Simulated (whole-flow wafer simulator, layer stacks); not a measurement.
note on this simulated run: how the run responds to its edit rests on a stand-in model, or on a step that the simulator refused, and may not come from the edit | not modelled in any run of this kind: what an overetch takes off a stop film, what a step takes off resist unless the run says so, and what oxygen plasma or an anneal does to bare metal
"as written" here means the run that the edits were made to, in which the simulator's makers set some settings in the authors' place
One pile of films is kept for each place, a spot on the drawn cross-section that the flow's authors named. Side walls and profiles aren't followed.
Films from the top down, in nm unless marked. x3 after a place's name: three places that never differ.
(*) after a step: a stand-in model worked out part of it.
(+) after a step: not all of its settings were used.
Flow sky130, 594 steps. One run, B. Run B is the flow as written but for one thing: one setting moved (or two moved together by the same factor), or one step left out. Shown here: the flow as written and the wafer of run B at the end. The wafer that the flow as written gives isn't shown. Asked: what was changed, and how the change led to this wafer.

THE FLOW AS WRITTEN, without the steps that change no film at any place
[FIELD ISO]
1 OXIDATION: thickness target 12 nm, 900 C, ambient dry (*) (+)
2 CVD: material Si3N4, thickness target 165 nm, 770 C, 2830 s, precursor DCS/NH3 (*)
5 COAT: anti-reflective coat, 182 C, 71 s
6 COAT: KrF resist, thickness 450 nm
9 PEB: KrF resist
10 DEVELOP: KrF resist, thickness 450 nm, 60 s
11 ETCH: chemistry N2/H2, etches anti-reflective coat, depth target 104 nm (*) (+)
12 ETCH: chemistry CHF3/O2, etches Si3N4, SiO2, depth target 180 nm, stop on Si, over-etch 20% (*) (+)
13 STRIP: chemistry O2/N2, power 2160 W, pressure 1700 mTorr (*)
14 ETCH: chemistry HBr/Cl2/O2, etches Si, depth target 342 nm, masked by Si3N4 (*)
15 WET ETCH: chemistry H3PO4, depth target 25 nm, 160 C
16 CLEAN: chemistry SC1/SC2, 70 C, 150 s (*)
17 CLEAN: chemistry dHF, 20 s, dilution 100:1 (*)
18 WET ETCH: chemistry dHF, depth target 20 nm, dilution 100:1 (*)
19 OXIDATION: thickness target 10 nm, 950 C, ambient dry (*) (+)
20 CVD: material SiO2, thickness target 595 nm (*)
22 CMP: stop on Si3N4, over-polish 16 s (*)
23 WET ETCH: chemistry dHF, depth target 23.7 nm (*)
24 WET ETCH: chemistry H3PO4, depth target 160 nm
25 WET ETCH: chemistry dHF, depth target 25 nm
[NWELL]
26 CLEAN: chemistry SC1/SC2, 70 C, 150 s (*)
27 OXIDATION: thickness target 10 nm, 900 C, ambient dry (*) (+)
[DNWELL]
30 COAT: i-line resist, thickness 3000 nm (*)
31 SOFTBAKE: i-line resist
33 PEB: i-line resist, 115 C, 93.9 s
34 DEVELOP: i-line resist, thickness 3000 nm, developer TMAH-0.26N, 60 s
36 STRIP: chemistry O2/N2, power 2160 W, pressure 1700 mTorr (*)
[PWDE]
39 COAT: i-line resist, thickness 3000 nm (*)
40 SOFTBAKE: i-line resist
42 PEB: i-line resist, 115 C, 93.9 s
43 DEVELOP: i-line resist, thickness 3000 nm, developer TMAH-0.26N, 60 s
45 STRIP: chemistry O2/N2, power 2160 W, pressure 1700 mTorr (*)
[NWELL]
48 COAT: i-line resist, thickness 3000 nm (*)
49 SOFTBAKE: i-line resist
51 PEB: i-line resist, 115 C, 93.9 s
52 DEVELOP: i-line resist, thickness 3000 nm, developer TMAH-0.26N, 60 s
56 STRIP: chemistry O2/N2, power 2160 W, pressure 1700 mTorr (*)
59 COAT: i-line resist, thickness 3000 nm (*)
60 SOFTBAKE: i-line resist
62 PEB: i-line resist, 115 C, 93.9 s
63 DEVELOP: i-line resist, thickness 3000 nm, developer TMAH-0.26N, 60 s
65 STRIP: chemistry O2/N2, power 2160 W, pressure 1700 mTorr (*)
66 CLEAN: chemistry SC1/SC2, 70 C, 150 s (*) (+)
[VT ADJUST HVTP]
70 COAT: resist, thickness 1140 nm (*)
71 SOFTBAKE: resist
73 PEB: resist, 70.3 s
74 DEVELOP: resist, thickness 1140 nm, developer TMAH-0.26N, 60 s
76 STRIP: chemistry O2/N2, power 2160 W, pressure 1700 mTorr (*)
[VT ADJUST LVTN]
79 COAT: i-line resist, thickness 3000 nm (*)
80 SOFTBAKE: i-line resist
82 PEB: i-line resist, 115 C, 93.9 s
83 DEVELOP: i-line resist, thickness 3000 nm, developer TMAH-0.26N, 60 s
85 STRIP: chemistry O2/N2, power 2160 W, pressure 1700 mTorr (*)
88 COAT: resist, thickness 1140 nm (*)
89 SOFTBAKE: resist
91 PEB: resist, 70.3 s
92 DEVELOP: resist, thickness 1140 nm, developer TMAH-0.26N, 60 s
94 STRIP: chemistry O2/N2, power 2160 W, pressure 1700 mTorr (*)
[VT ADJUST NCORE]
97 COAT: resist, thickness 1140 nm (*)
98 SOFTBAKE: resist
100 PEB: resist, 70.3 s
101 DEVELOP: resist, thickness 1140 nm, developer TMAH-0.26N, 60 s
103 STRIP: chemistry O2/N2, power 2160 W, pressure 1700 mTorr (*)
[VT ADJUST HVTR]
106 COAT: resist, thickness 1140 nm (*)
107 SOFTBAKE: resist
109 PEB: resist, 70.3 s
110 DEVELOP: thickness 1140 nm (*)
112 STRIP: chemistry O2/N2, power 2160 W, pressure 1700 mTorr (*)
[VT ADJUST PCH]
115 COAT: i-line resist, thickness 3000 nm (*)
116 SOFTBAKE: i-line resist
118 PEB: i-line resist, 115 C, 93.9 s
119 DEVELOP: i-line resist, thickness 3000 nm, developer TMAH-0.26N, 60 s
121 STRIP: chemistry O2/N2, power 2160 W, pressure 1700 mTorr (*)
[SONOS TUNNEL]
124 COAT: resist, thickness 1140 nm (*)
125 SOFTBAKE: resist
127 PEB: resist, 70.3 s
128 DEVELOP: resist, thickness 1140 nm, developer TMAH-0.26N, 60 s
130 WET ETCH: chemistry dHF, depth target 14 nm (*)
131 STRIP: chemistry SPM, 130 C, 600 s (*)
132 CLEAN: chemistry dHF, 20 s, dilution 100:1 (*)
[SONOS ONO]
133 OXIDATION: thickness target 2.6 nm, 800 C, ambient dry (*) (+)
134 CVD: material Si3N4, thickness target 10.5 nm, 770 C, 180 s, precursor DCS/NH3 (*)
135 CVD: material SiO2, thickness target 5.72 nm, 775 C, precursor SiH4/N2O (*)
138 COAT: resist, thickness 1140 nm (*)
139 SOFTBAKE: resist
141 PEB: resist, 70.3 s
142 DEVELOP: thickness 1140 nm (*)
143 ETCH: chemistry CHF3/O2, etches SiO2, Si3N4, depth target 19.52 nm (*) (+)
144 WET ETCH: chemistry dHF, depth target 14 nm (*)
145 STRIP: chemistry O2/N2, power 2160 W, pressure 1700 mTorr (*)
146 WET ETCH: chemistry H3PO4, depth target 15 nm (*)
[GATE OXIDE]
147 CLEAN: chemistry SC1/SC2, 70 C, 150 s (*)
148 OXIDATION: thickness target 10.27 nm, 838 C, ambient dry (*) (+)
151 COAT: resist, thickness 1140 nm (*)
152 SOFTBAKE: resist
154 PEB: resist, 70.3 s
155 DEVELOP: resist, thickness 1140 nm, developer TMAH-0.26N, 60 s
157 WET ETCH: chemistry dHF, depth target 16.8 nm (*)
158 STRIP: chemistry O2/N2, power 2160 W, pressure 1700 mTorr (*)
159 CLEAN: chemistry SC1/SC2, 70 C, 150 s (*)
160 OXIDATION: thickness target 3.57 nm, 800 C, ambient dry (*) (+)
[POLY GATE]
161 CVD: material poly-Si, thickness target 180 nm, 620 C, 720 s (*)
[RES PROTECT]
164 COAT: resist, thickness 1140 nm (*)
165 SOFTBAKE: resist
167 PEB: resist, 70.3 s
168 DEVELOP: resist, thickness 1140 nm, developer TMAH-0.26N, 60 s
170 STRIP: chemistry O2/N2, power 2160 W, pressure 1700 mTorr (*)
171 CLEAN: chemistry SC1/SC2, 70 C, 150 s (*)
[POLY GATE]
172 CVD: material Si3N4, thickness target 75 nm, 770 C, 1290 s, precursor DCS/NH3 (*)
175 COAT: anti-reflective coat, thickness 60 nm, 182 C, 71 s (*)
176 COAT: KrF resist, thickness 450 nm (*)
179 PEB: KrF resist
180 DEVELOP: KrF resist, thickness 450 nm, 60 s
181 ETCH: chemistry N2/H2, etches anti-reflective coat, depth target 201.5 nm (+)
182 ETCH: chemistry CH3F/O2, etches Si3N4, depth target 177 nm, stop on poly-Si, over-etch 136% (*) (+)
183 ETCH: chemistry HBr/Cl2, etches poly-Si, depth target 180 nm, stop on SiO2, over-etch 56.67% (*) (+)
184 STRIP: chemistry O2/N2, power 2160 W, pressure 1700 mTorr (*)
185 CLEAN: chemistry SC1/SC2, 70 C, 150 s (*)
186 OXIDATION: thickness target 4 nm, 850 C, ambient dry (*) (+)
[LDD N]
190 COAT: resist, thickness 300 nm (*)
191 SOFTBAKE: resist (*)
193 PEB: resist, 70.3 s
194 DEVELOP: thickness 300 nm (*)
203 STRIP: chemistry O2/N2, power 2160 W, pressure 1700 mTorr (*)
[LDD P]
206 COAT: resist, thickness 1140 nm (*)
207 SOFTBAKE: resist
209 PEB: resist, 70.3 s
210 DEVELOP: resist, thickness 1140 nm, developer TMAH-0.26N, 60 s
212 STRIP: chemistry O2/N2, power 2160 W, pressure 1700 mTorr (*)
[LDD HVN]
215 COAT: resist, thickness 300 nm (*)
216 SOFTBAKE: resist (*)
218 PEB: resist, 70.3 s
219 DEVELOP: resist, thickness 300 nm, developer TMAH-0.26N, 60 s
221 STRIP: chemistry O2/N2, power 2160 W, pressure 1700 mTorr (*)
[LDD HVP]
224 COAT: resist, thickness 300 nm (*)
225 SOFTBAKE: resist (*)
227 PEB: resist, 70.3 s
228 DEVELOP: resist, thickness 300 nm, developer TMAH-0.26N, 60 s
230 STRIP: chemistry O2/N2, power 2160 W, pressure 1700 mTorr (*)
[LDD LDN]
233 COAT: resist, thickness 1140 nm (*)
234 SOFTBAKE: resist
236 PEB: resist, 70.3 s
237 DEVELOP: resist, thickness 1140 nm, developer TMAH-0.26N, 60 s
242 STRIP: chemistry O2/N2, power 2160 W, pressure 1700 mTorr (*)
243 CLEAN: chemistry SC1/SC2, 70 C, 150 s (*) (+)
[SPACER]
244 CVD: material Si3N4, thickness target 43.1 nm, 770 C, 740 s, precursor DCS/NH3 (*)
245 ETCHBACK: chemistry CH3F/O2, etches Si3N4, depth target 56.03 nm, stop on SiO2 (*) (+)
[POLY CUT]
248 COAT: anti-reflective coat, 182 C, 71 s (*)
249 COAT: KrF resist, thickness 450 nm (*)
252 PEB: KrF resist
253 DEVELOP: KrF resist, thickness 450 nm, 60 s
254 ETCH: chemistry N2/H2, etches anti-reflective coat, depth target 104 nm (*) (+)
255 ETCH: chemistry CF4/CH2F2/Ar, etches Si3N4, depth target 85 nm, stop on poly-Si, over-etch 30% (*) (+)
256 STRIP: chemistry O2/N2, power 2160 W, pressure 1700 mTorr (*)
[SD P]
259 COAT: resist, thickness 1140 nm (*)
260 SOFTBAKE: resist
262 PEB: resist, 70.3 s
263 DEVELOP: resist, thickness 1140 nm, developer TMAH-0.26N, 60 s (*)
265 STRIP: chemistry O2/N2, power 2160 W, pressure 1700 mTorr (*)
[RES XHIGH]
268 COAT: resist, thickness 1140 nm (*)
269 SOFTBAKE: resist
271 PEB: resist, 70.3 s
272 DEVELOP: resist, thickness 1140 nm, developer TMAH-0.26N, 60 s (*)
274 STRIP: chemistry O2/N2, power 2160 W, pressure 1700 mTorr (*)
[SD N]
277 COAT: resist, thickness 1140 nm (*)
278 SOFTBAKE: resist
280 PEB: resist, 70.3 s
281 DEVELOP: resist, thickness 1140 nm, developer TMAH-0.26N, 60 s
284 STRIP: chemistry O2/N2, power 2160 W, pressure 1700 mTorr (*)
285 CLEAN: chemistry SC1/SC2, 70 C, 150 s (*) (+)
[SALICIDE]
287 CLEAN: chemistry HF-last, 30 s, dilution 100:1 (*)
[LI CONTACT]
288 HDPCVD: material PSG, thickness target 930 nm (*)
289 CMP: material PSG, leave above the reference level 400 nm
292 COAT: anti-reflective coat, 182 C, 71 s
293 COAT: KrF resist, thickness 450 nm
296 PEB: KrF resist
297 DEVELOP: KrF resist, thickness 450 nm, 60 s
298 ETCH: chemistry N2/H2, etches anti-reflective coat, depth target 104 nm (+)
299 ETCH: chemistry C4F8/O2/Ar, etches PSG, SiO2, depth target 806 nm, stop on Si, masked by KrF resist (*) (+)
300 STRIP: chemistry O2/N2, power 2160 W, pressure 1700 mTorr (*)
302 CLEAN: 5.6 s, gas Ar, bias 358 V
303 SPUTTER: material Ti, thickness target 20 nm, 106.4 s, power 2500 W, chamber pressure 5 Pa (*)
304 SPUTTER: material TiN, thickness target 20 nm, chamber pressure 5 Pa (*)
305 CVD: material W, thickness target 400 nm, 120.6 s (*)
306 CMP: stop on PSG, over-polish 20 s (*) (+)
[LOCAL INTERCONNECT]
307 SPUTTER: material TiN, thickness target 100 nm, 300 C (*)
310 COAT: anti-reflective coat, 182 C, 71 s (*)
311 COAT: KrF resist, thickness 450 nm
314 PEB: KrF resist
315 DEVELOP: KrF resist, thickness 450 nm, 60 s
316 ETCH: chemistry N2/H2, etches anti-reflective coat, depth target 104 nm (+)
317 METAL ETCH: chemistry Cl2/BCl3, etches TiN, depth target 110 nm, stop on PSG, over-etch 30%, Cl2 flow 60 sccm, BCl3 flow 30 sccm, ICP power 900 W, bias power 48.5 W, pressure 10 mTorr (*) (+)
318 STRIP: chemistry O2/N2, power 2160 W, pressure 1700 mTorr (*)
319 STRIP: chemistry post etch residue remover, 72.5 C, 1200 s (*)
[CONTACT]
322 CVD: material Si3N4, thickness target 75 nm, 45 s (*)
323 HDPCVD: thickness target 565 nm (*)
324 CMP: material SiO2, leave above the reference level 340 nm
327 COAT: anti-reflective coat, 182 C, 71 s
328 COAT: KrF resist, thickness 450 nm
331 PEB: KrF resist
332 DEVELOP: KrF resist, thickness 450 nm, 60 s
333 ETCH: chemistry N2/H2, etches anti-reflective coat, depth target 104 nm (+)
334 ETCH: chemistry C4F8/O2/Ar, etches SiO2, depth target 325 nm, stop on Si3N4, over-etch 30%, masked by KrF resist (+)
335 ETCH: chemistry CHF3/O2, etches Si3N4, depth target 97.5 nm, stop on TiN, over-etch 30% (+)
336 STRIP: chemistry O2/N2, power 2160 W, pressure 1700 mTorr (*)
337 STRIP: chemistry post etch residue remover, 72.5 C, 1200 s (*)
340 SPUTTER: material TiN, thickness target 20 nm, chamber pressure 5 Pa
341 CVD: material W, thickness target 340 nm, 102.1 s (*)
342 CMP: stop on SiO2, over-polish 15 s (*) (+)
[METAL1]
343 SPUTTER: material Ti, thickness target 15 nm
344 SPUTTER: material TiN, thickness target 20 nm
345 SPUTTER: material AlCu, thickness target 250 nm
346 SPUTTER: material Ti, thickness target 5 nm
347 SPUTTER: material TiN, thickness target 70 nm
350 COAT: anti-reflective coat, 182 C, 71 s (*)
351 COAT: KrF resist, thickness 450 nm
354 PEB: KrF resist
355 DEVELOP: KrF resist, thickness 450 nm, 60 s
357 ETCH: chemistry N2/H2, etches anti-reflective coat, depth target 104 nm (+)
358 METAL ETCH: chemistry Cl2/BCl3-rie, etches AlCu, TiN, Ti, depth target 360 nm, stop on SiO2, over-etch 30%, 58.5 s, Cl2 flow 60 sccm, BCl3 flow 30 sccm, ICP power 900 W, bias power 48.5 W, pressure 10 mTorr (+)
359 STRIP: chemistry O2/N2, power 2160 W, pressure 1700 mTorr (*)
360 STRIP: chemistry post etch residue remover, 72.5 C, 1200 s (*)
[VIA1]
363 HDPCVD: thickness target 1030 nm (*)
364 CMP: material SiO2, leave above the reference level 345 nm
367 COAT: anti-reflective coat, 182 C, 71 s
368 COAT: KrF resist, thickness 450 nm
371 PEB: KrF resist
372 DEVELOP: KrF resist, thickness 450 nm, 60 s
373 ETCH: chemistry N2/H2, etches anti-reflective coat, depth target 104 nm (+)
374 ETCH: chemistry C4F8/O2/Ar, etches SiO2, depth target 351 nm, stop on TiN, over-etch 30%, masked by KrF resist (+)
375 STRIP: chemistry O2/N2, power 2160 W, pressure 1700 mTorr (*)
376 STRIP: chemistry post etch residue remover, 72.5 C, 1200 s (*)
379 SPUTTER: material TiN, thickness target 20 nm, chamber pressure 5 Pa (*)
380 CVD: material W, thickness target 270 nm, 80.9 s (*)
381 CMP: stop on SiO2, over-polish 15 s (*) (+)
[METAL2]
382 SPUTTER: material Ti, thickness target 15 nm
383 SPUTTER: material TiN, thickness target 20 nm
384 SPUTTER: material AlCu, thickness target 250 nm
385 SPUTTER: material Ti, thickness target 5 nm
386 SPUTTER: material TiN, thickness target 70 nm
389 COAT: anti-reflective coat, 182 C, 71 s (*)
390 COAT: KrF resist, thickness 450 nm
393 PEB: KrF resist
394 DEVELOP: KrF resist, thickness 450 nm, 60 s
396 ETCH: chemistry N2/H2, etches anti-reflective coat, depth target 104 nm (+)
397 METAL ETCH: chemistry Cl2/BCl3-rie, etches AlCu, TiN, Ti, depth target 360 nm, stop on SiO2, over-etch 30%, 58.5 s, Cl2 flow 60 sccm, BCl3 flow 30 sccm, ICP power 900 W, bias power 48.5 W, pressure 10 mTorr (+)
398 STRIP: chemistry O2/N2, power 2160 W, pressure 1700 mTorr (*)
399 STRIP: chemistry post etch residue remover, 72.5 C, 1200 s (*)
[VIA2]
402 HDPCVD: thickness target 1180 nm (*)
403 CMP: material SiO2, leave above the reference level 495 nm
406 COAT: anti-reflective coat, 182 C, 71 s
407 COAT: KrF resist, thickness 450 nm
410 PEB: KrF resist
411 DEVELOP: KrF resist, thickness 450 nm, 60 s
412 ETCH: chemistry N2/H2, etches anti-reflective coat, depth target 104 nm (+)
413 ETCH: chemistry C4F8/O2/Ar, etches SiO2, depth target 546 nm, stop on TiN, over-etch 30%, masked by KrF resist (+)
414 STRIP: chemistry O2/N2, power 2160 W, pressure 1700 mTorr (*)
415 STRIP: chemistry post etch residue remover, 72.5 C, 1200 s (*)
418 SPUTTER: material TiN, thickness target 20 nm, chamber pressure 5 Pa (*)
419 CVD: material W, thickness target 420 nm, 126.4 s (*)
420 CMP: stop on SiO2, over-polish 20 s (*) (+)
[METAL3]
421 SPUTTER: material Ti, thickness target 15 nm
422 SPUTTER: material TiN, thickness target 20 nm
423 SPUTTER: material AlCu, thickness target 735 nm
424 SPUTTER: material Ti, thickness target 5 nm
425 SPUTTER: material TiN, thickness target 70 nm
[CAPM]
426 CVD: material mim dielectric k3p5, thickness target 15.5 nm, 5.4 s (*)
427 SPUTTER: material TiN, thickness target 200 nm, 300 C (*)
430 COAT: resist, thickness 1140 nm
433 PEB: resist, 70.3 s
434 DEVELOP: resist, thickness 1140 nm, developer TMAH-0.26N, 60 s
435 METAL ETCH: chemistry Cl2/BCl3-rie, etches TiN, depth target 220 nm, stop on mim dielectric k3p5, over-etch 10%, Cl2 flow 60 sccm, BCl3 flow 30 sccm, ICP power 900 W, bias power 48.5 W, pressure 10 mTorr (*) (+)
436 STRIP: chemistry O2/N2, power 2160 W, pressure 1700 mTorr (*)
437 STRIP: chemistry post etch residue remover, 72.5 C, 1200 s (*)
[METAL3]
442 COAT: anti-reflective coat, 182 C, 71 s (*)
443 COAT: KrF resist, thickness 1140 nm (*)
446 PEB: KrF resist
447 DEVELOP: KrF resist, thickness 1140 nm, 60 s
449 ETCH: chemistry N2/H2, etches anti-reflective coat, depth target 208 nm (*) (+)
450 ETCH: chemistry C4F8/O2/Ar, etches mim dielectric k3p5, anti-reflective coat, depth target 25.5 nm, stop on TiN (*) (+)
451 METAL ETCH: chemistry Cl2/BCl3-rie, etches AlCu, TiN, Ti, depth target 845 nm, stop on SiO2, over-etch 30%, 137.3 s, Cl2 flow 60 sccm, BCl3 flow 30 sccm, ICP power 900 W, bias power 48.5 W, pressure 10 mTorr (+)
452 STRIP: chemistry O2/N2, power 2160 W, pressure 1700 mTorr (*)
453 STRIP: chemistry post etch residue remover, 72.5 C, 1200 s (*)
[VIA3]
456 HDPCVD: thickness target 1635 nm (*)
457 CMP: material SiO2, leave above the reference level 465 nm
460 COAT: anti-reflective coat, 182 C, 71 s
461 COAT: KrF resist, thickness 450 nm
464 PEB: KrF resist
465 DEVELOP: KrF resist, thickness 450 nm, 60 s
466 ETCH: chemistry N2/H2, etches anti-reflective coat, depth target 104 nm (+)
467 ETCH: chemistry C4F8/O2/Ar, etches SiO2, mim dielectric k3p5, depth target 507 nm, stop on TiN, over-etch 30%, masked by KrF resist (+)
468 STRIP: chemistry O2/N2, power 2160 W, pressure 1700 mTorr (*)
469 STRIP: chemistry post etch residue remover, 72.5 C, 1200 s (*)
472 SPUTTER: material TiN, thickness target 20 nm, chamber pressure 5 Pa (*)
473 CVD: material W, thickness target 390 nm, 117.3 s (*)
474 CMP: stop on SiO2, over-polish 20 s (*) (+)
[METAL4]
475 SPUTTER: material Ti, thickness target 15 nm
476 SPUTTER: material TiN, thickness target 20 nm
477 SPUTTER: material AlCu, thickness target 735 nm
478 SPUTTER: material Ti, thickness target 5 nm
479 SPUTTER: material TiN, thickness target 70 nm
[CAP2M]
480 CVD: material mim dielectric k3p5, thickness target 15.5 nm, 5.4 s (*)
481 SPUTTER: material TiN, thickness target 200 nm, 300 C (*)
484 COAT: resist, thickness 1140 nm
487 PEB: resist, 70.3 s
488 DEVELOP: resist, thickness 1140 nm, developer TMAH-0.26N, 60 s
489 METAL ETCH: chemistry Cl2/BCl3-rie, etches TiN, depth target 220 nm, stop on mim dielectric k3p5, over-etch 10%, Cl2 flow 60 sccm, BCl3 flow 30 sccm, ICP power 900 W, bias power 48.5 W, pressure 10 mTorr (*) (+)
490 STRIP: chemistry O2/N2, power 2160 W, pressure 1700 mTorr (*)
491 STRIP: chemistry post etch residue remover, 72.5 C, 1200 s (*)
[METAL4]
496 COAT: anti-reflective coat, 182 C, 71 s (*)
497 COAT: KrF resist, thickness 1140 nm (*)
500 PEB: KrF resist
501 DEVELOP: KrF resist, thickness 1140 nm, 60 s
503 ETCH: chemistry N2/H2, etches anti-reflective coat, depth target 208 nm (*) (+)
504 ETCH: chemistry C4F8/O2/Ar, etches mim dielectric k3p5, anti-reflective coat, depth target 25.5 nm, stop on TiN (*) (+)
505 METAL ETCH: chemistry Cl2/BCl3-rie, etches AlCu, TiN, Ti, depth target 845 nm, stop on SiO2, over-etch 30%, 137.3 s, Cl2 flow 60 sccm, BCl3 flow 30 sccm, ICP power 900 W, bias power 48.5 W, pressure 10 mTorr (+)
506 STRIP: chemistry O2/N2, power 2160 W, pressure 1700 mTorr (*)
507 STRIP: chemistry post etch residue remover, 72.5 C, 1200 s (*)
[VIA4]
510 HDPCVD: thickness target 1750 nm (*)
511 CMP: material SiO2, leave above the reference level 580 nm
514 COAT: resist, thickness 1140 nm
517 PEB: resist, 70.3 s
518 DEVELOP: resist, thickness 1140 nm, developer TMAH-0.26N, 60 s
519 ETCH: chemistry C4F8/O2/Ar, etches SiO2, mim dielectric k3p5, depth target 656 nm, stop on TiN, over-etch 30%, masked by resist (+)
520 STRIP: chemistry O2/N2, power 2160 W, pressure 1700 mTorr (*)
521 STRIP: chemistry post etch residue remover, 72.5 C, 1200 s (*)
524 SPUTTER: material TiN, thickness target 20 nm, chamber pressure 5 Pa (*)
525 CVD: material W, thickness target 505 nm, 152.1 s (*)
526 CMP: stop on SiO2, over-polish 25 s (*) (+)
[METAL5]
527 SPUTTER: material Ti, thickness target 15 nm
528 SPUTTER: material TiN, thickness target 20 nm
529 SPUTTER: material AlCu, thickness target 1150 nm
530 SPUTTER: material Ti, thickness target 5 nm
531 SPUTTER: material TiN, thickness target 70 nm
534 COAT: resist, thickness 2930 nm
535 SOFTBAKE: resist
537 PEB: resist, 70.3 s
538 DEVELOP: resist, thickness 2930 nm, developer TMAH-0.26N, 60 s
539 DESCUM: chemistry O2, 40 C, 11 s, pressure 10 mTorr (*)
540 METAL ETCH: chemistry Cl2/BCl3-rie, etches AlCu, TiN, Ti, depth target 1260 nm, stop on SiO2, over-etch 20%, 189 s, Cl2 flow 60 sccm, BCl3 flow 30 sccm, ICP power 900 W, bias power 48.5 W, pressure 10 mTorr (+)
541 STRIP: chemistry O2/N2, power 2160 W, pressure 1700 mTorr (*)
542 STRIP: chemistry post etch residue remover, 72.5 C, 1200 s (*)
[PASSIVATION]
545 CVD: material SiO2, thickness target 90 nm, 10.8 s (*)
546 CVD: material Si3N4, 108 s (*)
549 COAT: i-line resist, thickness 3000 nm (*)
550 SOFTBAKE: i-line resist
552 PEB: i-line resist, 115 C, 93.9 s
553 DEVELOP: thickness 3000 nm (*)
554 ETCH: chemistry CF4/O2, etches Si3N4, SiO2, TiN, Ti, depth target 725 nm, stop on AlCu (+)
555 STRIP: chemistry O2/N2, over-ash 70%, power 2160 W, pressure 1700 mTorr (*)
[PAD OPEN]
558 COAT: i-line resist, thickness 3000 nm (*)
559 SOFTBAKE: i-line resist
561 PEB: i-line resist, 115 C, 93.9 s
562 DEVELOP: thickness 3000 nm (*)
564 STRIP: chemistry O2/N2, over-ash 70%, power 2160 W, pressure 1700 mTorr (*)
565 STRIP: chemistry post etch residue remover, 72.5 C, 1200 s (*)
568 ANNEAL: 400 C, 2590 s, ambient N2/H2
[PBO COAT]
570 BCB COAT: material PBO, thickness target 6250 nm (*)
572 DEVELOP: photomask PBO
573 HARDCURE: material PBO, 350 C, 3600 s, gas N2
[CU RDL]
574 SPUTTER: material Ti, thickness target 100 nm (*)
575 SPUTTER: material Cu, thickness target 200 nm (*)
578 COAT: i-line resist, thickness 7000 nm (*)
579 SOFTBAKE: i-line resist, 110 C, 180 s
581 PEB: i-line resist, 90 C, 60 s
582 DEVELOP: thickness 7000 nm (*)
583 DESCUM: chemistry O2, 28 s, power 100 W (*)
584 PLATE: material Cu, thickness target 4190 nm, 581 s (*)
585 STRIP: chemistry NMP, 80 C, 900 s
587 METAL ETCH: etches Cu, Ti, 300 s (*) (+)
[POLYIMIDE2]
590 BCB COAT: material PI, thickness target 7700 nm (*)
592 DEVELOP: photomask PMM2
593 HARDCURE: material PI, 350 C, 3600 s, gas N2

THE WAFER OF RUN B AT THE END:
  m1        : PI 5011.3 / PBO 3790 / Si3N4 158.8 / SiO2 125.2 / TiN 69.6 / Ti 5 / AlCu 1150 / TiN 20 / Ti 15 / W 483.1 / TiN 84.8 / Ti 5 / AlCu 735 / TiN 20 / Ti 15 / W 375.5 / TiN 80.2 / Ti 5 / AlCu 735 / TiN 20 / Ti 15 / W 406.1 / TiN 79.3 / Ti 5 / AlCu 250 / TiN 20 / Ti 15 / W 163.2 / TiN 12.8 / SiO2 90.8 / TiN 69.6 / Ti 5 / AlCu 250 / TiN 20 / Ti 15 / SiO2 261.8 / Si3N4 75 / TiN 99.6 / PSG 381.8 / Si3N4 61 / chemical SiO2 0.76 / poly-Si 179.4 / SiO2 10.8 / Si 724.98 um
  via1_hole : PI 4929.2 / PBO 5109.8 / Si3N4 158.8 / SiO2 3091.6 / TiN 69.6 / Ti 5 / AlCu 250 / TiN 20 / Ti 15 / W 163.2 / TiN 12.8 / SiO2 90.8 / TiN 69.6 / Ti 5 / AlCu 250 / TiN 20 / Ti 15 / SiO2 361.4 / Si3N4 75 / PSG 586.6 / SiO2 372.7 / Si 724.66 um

The cause: step 374, ETCH: depth target 179 nm was run, where the flow has depth target 351 nm.

How the change led to this, step by step:
  374 ETCH: chemistry C4F8/O2/Ar, etches SiO2, depth target 351 nm, stop on TiN, over-etch 30%, masked by KrF resist (+)
      m1, via1_hole: SiO2 -179 (as written it would be: SiO2 -269.8 (all of it))
      field, active, n_well and 186 more: KrF resist -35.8 (as written it would be: KrF resist -70.1)
  375 STRIP: chemistry O2/N2, power 2160 W, pressure 1700 mTorr (*)
      field, active, n_well and 186 more: KrF resist -342 (all of it), anti-reflective coat -80 (all of it) (as written it would be: KrF resist -307.7 (all of it), anti-reflective coat -80 (all of it))
  379 SPUTTER: material TiN, thickness target 20 nm, chamber pressure 5 Pa (*)
      m1: TiN +12.8 (new film) (as written it would be: TiN +11)
      via1_hole: TiN +12.8 (new film) (as written it would be: TiN +10.9)
  380 CVD: material W, thickness target 270 nm, 80.9 s (*)
      m1, via1_hole: W +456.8 (new film) (as written it would be: W +549.9 (new film))
Counting metal films that touch as one body, m1 has 3 bodies (between them, from the top down: SiO2 90.8; SiO2 261.8 / Si3N4 75); the flow as written gives 2 bodies (between them, from the top down: SiO2 261.8 / Si3N4 75).
Counting metal films that touch as one body, via1_hole has 2 bodies (between them, from the top down: SiO2 90.8); the flow as written gives 1 body.
